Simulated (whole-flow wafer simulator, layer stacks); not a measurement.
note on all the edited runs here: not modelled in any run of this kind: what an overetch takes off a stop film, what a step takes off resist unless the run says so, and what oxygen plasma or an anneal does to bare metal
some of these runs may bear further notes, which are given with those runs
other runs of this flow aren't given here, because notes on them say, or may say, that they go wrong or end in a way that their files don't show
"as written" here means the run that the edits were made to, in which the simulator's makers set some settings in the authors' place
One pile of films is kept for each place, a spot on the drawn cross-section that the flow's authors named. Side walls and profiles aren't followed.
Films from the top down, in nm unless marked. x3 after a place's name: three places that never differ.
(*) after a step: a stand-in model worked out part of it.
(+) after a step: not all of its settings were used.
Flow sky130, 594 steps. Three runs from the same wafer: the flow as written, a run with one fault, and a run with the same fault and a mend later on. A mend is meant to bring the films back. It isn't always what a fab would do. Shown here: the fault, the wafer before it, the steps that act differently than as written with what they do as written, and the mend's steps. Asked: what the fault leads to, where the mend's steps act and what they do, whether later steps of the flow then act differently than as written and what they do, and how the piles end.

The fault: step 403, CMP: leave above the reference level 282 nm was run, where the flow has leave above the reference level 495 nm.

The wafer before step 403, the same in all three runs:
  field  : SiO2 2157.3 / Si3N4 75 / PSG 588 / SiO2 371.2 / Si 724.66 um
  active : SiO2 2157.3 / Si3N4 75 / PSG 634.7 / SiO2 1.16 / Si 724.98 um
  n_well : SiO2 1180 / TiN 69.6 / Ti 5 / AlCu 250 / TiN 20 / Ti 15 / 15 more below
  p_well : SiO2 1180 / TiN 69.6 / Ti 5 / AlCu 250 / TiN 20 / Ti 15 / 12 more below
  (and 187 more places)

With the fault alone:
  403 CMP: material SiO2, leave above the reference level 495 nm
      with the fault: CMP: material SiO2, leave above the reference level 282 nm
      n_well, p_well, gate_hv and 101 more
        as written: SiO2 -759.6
        with the fault: SiO2 -972.6
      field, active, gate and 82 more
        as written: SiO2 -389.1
        with the fault: SiO2 -602.1
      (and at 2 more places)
  Later steps of the flow that act differently than as written (1 more step differs only slightly, by at most 2% or 0.5 nm, whichever is larger, and isn't shown):
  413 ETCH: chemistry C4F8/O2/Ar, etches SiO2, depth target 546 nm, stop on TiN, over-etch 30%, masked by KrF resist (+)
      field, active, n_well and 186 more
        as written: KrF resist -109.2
        with the fault: KrF resist -53.9
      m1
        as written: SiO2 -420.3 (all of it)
        with the fault: SiO2 -207.3 (all of it)
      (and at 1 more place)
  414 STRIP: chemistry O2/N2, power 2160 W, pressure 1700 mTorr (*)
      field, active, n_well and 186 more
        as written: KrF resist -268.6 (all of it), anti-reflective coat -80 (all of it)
        with the fault: KrF resist -323.9 (all of it), anti-reflective coat -80 (all of it)
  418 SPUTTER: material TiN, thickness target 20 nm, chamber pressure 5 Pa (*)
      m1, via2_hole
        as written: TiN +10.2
        with the fault: TiN +13.4
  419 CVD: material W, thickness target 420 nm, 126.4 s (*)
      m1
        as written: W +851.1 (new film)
        with the fault: W +634.9 (new film)
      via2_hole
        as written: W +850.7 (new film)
        with the fault: W +634.4 (new film)
  At the end the piles differ from the flow's by more than 2% or 0.5 nm, whichever is larger, at field, active, n_well and 190 more.
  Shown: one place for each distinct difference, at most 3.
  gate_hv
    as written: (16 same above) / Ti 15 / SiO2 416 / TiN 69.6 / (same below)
    with the fault: (16 same above) / Ti 15 / SiO2 203 / TiN 69.6 / (same below)
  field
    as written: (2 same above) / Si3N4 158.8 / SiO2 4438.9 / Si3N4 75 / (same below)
    with the fault: (2 same above) / Si3N4 158.8 / SiO2 4225.9 / Si3N4 75 / (same below)
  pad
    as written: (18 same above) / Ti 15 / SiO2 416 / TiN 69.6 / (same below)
    with the fault: (18 same above) / Ti 15 / SiO2 203 / TiN 69.6 / (same below)

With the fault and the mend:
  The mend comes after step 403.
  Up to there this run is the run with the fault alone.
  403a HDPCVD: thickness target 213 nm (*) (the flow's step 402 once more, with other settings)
      field, active, n_well and 188 more
        SiO2 +213
  No later step of the flow acts differently than as written, at any place that is followed, by more than 2% or 0.5 nm, whichever is larger.
  At the end the piles are the same as the flow's at every place that both follow.
